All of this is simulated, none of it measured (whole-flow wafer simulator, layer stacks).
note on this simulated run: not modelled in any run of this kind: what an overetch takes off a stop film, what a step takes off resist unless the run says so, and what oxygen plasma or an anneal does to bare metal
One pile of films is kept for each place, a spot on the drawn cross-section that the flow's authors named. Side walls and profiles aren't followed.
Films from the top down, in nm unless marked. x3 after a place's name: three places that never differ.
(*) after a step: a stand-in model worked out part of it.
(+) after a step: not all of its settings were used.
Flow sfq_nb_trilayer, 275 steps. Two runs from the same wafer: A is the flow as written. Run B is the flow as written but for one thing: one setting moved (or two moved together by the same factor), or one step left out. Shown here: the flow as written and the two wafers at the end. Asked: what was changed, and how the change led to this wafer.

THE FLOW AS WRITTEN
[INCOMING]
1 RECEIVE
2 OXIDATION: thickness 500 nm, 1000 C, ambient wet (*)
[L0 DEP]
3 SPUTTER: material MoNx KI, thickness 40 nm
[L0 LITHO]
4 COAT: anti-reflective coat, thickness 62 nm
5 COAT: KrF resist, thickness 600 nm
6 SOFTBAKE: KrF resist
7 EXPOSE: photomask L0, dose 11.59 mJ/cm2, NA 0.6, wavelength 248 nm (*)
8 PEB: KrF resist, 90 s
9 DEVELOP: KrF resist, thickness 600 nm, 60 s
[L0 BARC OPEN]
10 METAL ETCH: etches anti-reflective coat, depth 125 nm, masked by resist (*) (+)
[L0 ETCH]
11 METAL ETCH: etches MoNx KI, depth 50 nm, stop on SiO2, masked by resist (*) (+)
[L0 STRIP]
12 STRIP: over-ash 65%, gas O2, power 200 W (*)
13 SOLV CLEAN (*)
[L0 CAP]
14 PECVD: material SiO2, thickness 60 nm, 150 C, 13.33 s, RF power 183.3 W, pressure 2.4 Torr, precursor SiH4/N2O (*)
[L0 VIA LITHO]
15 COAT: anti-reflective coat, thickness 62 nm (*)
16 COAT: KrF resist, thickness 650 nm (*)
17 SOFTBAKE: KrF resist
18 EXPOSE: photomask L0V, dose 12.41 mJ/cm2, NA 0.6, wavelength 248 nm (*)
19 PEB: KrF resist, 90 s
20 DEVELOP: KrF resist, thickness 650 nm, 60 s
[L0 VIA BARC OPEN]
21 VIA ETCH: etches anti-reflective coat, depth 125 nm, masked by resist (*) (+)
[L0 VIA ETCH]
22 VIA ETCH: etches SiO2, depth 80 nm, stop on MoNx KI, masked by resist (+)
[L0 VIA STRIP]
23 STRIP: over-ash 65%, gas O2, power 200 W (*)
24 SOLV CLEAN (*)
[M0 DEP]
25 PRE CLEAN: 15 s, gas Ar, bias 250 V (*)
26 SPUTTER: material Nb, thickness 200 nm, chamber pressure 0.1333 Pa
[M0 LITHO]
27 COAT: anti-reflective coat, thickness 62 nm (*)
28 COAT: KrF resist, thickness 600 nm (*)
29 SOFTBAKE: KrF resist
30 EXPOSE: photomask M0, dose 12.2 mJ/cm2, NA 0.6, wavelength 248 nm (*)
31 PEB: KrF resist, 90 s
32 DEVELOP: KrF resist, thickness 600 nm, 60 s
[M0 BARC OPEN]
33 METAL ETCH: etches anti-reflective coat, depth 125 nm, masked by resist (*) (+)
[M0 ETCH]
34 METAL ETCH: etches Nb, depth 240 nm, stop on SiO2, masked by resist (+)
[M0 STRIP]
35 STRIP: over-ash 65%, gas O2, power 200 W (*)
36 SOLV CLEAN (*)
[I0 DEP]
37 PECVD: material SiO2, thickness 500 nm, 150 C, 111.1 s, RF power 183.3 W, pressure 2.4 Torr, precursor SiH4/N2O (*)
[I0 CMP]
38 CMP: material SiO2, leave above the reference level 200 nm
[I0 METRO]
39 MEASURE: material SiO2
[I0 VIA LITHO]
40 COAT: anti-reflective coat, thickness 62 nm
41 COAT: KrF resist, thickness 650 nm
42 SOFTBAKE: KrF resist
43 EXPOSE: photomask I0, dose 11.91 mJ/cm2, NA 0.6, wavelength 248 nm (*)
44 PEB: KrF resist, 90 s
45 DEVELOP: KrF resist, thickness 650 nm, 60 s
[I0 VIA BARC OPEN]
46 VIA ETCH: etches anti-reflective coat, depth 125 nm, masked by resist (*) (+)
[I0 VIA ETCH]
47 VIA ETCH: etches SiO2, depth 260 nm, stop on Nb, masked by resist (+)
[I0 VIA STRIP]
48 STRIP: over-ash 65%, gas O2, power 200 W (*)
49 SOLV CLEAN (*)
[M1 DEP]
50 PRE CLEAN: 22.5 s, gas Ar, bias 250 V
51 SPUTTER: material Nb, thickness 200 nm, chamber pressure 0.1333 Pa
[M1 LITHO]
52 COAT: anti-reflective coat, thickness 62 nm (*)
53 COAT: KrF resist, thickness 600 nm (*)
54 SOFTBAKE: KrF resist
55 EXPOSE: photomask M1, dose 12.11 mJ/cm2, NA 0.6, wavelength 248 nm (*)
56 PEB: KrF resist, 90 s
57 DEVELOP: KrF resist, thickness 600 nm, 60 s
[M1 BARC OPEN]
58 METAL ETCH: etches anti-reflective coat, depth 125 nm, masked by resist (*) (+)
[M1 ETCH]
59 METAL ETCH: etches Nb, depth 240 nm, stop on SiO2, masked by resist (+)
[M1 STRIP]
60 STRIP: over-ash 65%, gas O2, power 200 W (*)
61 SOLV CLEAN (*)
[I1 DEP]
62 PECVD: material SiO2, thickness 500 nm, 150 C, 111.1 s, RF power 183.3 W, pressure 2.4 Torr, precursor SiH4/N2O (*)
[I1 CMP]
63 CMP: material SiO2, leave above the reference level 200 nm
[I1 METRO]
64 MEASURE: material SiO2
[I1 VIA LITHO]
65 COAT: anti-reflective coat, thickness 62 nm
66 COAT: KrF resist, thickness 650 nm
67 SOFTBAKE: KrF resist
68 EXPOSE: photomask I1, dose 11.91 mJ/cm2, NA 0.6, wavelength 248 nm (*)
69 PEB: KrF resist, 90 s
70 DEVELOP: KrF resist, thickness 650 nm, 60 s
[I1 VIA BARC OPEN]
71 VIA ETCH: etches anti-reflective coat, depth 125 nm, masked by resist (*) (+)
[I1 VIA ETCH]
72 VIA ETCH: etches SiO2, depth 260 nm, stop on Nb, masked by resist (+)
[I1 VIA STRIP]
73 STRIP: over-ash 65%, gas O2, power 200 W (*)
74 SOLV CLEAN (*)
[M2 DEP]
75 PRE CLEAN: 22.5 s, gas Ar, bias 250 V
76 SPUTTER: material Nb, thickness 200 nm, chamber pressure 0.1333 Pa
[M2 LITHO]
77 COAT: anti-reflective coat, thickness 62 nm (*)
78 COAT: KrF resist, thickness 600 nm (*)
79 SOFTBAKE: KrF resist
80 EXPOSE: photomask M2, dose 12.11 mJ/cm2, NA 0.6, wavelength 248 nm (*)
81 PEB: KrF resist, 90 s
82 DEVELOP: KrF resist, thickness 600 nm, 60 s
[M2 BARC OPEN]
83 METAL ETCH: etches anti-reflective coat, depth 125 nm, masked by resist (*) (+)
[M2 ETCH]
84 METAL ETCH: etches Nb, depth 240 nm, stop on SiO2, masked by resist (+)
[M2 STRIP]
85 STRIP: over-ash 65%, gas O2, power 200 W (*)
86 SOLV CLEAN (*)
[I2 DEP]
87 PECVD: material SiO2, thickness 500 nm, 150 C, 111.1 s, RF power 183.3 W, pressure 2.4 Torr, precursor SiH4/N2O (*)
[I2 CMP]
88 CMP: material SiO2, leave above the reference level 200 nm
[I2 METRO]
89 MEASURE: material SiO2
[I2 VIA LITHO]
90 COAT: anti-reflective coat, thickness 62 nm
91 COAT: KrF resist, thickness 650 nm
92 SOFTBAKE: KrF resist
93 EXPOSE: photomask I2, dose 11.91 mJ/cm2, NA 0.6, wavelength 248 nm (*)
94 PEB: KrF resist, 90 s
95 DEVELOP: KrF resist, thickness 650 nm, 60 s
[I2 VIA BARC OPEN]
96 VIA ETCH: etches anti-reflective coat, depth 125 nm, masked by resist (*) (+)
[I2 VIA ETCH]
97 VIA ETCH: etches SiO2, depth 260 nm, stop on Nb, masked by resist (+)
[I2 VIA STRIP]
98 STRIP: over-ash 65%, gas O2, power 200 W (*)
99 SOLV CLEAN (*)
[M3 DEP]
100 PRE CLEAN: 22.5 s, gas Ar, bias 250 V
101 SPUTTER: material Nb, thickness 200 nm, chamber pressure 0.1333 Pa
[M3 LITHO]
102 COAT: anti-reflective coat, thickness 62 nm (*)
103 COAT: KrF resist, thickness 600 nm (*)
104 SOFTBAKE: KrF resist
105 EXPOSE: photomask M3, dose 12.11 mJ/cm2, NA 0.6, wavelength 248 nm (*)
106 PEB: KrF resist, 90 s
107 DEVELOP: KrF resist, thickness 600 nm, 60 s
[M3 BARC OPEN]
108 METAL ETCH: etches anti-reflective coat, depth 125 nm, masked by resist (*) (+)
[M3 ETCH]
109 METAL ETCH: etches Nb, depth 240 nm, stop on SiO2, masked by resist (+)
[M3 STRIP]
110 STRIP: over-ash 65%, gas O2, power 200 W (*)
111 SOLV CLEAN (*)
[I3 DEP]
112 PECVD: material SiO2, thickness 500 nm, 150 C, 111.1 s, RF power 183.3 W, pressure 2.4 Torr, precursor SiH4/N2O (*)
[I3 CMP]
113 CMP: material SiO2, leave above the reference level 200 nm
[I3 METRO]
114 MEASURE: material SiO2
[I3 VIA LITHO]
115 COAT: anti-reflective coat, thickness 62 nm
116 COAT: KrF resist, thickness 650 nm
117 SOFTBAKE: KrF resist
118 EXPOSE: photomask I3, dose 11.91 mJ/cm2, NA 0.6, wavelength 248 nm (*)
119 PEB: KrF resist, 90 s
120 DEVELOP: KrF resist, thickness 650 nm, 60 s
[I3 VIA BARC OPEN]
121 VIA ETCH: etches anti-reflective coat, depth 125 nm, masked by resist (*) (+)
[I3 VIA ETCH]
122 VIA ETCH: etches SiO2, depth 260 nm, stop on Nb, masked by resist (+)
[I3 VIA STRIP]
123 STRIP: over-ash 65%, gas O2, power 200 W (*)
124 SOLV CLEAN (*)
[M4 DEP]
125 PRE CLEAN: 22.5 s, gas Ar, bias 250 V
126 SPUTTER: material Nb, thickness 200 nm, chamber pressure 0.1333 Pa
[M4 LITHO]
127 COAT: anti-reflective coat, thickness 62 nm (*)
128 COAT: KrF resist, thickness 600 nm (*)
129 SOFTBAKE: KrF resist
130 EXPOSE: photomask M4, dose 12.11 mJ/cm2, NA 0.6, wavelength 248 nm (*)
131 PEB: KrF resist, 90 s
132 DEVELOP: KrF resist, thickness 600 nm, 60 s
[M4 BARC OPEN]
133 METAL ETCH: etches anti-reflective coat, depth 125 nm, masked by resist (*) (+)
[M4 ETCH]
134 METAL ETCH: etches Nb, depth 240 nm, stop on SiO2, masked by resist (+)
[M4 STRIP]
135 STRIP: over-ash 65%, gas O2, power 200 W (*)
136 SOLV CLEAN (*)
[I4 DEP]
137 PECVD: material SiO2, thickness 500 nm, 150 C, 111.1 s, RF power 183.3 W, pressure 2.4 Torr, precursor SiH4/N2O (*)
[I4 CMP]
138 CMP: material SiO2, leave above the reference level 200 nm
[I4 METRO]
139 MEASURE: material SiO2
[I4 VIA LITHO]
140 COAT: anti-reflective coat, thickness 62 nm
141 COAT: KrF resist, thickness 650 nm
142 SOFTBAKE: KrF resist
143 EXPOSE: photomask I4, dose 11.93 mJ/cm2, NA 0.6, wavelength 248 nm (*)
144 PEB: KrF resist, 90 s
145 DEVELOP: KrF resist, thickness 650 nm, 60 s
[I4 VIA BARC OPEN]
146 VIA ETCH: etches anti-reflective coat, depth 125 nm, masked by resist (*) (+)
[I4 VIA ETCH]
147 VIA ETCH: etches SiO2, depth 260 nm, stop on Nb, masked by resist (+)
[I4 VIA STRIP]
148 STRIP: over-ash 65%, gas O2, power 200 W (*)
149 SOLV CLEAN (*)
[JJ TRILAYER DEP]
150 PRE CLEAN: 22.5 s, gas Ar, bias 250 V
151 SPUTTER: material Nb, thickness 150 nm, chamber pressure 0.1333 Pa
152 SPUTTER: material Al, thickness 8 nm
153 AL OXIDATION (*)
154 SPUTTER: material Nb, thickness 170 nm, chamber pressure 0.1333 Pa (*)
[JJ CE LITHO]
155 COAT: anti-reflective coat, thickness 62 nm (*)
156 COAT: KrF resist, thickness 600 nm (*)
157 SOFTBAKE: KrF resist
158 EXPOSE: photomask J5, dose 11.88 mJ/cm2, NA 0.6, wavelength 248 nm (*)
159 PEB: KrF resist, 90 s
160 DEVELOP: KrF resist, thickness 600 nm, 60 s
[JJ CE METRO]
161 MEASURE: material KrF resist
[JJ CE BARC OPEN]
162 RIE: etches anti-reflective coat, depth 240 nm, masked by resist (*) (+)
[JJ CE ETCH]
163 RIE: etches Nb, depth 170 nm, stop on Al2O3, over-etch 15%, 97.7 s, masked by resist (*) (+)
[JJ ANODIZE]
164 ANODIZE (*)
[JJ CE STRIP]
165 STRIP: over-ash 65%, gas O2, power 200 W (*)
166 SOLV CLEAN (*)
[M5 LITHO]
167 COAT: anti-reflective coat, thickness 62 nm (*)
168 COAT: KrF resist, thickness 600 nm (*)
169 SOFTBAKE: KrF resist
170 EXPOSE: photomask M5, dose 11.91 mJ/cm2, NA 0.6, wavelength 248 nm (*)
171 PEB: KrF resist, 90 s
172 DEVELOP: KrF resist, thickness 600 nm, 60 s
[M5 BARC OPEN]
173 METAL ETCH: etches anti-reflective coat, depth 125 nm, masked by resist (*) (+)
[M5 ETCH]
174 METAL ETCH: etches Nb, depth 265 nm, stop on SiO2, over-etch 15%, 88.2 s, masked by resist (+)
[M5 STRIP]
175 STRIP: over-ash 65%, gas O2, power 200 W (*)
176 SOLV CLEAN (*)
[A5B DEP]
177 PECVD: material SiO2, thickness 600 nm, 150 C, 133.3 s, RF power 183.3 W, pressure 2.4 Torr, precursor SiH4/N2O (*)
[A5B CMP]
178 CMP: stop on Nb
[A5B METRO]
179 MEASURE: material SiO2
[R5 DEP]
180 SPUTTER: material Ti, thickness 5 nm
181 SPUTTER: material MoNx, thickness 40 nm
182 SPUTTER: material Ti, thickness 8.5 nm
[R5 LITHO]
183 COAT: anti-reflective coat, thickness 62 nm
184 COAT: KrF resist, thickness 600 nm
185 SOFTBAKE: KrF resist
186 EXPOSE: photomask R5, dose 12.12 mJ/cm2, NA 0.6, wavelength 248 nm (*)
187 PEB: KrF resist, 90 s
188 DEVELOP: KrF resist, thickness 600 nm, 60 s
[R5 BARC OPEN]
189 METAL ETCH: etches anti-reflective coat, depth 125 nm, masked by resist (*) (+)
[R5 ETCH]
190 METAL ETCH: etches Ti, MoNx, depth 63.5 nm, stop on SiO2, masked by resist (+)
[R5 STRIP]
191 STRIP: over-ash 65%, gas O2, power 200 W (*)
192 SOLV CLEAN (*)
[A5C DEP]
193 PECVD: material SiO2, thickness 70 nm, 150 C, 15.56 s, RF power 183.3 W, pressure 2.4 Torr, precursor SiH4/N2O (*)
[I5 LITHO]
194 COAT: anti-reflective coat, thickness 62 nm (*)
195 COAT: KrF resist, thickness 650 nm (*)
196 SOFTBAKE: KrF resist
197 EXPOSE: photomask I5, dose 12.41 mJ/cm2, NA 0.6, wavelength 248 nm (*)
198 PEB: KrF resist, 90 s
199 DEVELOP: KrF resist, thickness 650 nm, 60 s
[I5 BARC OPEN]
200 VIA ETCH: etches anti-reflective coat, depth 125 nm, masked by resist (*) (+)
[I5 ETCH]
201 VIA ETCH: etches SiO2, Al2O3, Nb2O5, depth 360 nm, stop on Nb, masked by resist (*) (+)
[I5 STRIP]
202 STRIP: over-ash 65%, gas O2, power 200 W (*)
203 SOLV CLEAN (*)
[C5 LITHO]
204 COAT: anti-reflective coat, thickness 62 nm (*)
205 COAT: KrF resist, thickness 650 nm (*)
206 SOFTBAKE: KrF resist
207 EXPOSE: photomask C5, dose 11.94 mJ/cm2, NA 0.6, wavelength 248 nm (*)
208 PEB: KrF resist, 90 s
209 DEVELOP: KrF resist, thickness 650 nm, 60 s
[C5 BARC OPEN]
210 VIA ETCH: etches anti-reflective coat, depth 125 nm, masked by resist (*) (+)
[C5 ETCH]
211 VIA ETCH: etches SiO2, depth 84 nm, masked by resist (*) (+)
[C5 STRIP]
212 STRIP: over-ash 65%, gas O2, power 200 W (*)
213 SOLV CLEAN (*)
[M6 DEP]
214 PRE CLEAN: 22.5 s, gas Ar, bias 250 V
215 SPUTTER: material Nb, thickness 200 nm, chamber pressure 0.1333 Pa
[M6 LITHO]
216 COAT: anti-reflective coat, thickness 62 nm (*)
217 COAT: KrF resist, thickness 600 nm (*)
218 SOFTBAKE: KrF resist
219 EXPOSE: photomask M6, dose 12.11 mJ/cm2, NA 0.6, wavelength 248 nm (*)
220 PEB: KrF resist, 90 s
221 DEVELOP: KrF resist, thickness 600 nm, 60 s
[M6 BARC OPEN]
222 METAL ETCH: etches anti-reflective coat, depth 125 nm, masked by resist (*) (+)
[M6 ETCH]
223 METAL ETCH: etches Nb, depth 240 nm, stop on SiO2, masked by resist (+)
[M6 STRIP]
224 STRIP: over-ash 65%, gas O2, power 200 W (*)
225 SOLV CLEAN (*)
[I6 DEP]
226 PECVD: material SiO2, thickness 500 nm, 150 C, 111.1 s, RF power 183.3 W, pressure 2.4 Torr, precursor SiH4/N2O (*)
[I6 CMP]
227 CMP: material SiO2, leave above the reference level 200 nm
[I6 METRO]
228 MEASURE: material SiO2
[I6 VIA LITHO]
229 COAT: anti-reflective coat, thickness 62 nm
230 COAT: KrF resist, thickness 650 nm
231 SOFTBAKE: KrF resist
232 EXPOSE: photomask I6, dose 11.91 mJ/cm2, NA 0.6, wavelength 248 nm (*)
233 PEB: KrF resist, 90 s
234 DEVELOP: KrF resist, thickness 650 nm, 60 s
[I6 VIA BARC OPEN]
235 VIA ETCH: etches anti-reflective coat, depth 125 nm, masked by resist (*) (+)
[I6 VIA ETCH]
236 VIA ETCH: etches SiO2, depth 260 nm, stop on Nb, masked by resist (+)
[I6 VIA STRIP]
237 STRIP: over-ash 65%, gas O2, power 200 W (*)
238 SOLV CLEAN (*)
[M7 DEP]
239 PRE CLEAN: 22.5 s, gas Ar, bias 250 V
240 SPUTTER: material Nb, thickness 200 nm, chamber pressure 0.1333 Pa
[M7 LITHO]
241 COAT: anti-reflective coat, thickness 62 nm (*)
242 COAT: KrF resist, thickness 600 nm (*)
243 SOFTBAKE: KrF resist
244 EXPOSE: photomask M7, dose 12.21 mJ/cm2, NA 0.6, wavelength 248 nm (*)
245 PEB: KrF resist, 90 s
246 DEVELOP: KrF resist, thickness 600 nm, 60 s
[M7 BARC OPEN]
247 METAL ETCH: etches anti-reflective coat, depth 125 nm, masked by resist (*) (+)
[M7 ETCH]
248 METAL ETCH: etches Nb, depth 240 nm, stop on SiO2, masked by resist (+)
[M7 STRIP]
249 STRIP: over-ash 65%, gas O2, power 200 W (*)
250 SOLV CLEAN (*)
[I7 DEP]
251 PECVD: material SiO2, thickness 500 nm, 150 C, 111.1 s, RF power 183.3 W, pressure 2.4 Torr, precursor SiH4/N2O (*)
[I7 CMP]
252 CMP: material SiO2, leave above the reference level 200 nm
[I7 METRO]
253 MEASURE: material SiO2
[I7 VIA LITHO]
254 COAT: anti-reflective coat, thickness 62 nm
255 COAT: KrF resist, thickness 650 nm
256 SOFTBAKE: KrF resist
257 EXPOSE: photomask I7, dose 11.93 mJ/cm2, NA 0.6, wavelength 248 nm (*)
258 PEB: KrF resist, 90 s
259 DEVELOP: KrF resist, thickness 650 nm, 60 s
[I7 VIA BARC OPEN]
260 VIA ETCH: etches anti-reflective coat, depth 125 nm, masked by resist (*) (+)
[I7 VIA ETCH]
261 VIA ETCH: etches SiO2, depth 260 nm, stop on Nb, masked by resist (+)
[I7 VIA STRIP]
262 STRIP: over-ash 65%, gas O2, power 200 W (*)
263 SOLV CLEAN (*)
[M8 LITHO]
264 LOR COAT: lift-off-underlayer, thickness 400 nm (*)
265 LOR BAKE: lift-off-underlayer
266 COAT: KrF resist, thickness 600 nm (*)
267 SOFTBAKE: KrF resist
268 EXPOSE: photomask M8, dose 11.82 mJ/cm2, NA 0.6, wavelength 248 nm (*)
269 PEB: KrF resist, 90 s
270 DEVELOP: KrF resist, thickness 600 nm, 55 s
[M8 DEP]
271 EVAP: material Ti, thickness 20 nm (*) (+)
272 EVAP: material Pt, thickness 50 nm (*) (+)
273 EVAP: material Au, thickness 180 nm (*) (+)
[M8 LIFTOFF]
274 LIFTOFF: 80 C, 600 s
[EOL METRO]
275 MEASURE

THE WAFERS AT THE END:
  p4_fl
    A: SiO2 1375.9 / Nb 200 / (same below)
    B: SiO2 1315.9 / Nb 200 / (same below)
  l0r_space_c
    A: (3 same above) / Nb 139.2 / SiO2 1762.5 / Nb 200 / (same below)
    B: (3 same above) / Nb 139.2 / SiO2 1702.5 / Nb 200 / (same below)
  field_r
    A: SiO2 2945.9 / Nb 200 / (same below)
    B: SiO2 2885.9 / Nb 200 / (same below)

The cause: step 138, CMP: leave above the reference level 140 nm was run, where the flow has leave above the reference level 200 nm.

How the change led to this, step by step:
  138 CMP: material SiO2, leave above the reference level 200 nm
      field_l, be, be_sur and 55 more: A SiO2 -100 | B SiO2 -160
      v_sur, via_wl, via_w and 35 more: A SiO2 -300 | B SiO2 -360
      (and at 10 more places)
  147 VIA ETCH: etches SiO2, depth 260 nm, stop on Nb, masked by resist (+)
      field_l, v_sur, via_sp and 100 more: A KrF resist -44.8 | B KrF resist -36.2
      via_wl, via_w, via_wr: A SiO2 -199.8 (all of it) | B SiO2 -139.8 (all of it)
  151 SPUTTER: material Nb, thickness 150 nm, chamber pressure 0.1333 Pa
      via_wl, via_w, via_wr: A Nb +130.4 | B Nb +137.4
  154 SPUTTER: material Nb, thickness 170 nm, chamber pressure 0.1333 Pa (*)
      via_wl, via_wr: A Nb +140.7 (new film) | B Nb +120.3 (new film)
      via_w: A Nb +141 (new film) | B Nb +164.4 (new film)
  155 COAT: anti-reflective coat, thickness 62 nm (*)
      via_wl, via_wr: A anti-reflective coat +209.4 (new film) | B anti-reflective coat +199.4 (new film)
      v_sur: A anti-reflective coat +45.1 (new film) | B anti-reflective coat +47.9 (new film)
      (and at 2 more places)
  156 COAT: KrF resist, thickness 600 nm (*)
      via_wl: A KrF resist +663 (new film) | B KrF resist +641.3 (new film)
      via_w: A KrF resist +763.8 (new film) | B KrF resist +695.8 (new film)
      (and at 1 more place)
  160 DEVELOP: KrF resist, thickness 600 nm, 60 s
      via_wl: A KrF resist -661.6 (all of it) | B KrF resist -640 (all of it)
      via_w: A KrF resist -762.1 (all of it) | B KrF resist -694.3 (all of it)
      (and at 1 more place)
  162 RIE: etches anti-reflective coat, depth 240 nm, masked by resist (*) (+)
      ce_l, c5j, ce_r, wl_jj: A KrF resist -209.4 | B KrF resist -199.4
      via_wl, via_wr: A anti-reflective coat -209.4 (all of it) | B anti-reflective coat -199.4 (all of it)
      (and at 3 more places)
  163 RIE: etches Nb, depth 170 nm, stop on Al2O3, over-etch 15%, 97.7 s, masked by resist (*) (+)
      via_w: A Nb -141 (all of it), Al2O3 -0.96 (all of it) | B Nb -164.4 (all of it), Al2O3 -0.62
      via_wl, via_wr: A Nb -140.7 (all of it), Al2O3 -0.96 (all of it) | B Nb -120.3 (all of it), Al2O3 -0.96 (all of it)
  164 ANODIZE (*)
      via_w: A Al2O3 +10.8 (new film), Nb2O5 +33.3 (new film), Al -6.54 (all of it), Nb -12 | B Al2O3 +11.4, Nb2O5 +31.6 (new film), Al -6.94 (all of it), Nb -11.4
  165 STRIP: over-ash 65%, gas O2, power 200 W (*)
      ce_l: A KrF resist -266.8 (all of it), anti-reflective coat -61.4 (all of it) | B KrF resist -277.3 (all of it), anti-reflective coat -61.6 (all of it)
      c5j: A KrF resist -266.9 (all of it), anti-reflective coat -61.5 (all of it) | B KrF resist -277.3 (all of it), anti-reflective coat -61.7 (all of it)
      (and at 2 more places)
  167 COAT: anti-reflective coat, thickness 62 nm (*)
      via_wl: A anti-reflective coat +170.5 (new film) | B anti-reflective coat +121.2 (new film)
      via_w: A anti-reflective coat +84.1 (new film) | B anti-reflective coat +74.9 (new film)
      (and at 1 more place)
  168 COAT: KrF resist, thickness 600 nm (*)
      via_w: A KrF resist +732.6 (new film) | B KrF resist +692 (new film)
  175 STRIP: over-ash 65%, gas O2, power 200 W (*)
      v_sur: A KrF resist -349.2 (all of it), anti-reflective coat -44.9 (all of it) | B KrF resist -359.4 (all of it), anti-reflective coat -44.5 (all of it)
      via_wl: A KrF resist -427 (all of it), anti-reflective coat -170.5 (all of it) | B KrF resist -423.2 (all of it), anti-reflective coat -121.2 (all of it)
      (and at 2 more places)
  178 CMP: stop on Nb
      via_wl, via_wr: A SiO2 -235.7 | B SiO2 -302.7
      via_w: A SiO2 -235.2 | B SiO2 -302.1
